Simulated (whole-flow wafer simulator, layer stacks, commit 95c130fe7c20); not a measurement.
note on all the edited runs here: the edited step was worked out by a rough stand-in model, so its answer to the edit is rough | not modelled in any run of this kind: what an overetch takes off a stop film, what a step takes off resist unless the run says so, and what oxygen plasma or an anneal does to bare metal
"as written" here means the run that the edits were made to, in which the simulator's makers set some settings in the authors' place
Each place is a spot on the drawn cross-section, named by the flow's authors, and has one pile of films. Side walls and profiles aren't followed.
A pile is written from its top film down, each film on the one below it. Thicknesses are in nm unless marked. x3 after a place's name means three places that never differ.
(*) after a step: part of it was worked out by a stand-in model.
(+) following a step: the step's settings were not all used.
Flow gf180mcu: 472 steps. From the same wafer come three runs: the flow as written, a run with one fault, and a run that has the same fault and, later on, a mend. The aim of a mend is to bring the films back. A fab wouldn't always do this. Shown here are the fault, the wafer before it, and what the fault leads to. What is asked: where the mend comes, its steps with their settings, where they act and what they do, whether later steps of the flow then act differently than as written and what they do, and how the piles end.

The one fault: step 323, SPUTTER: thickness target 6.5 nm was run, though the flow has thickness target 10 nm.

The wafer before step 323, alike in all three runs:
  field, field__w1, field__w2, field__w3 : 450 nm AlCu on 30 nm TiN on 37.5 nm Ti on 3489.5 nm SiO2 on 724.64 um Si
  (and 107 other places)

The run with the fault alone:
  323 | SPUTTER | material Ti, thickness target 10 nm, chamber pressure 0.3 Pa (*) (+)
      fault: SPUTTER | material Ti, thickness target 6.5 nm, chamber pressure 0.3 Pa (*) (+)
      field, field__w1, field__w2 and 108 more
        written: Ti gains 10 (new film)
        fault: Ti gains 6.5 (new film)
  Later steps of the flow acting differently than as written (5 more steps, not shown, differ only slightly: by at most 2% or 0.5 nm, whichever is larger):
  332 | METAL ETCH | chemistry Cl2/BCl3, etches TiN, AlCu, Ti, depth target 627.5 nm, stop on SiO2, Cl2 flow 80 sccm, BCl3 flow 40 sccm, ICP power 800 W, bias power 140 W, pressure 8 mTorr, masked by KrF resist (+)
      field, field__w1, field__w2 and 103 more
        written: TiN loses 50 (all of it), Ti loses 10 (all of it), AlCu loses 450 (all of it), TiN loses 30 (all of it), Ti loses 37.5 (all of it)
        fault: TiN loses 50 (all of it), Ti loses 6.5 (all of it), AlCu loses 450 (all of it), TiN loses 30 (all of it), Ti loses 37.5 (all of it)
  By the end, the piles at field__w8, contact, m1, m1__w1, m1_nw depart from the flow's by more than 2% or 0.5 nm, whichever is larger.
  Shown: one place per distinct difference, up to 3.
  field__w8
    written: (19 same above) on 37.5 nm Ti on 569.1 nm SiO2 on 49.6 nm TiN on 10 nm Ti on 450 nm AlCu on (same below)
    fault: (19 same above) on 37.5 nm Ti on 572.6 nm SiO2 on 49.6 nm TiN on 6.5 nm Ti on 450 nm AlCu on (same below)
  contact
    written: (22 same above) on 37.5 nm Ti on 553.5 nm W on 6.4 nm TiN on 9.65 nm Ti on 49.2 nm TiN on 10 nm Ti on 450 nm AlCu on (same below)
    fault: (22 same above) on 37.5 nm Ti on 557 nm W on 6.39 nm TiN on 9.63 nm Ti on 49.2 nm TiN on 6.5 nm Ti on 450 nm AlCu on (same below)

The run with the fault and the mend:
  After step 323 comes the mend.
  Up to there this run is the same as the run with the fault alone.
  323a | SPUTTER | material Ti, thickness target 3.5 nm, chamber pressure 0.3 Pa (*) (+) (the flow's step 323, run once more with other settings)
      field, field__w1, field__w2 and 108 more
        Ti gains 3.5
  Every later step of the flow that is run acts as written at every place that is followed.
  At every place that both follow, the piles at the end match the flow's.
